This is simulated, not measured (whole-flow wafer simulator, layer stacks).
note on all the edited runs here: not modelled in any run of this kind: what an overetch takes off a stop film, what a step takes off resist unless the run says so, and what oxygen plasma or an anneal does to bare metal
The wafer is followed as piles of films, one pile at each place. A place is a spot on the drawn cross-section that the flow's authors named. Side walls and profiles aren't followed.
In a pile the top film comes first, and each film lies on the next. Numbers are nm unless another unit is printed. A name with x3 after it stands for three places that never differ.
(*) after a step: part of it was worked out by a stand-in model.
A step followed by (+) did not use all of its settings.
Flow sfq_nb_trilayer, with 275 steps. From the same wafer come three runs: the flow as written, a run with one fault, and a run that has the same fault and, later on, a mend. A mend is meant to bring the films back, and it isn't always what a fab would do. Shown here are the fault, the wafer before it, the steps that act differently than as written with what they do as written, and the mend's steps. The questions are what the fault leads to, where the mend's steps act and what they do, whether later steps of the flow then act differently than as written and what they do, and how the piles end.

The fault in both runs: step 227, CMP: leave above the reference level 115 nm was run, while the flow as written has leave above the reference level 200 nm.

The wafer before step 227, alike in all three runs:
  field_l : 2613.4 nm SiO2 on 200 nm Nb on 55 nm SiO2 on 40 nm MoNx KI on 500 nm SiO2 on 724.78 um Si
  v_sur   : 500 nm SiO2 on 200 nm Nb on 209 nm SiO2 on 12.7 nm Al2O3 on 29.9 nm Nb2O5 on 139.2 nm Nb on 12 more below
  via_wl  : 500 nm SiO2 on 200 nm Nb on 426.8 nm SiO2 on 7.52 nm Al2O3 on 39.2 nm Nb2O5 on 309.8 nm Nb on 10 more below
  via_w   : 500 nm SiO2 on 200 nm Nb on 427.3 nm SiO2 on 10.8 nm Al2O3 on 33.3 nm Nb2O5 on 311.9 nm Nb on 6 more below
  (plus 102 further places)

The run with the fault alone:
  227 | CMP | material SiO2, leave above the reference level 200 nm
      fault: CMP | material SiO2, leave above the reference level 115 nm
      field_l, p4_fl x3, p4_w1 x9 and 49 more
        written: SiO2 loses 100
        fault: SiO2 loses 185
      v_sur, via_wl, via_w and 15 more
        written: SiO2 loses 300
        fault: SiO2 loses 385
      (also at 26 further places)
  Steps further on in the flow that do not act as written (not shown: 3 more steps that differ only slightly, by at most 2% or 0.5 nm, whichever is larger):
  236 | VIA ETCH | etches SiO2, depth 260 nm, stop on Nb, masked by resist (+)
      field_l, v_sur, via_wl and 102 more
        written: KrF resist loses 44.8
        fault: KrF resist loses 29.7
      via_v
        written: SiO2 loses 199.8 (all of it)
        fault: SiO2 loses 114.8 (all of it)
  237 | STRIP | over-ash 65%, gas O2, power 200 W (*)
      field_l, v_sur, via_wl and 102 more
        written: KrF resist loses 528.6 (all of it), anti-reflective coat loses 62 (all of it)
        fault: KrF resist loses 543.7 (all of it), anti-reflective coat loses 62 (all of it)
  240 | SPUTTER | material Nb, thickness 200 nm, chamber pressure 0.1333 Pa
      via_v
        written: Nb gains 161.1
        fault: Nb gains 182
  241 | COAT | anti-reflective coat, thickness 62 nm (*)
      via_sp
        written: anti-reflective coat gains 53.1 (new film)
        fault: anti-reflective coat gains 54.8 (new film)
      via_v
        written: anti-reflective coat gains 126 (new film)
        fault: anti-reflective coat gains 106.1 (new film)
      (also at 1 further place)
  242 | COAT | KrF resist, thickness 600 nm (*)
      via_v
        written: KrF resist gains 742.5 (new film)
        fault: KrF resist gains 670.8 (new film)
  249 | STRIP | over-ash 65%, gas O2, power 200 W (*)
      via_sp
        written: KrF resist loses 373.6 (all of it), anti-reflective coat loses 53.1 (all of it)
        fault: KrF resist loses 379.5 (all of it), anti-reflective coat loses 54.8 (all of it)
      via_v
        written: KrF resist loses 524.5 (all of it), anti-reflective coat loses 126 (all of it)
        fault: KrF resist loses 453 (all of it), anti-reflective coat loses 106.1 (all of it)
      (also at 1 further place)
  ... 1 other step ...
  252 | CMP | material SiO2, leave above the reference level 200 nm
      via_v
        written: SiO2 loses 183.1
        fault: SiO2 loses 168
  At field_l, v_sur, via_wl and 103 more, the piles at the end differ from the flow's by more than 2% or 0.5 nm, whichever is larger.
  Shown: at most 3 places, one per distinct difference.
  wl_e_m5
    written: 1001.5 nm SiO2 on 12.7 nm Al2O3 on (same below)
    fault: 916.5 nm SiO2 on 12.7 nm Al2O3 on (same below)
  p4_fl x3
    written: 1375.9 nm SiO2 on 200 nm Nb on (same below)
    fault: 1290.9 nm SiO2 on 200 nm Nb on (same below)
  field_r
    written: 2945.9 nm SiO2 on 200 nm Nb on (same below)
    fault: 2860.9 nm SiO2 on 200 nm Nb on (same below)

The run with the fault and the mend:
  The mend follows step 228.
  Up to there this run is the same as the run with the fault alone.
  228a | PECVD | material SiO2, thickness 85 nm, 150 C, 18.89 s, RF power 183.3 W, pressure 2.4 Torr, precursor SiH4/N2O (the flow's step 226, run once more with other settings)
      field_l, v_sur, via_wl and 103 more
        SiO2 gains 85
  None of the later steps of the flow differs from how it acts as written, at any place that is followed, by more than 2% or 0.5 nm, whichever is larger.
  By the end, the piles equal the flow's at every place that both follow.
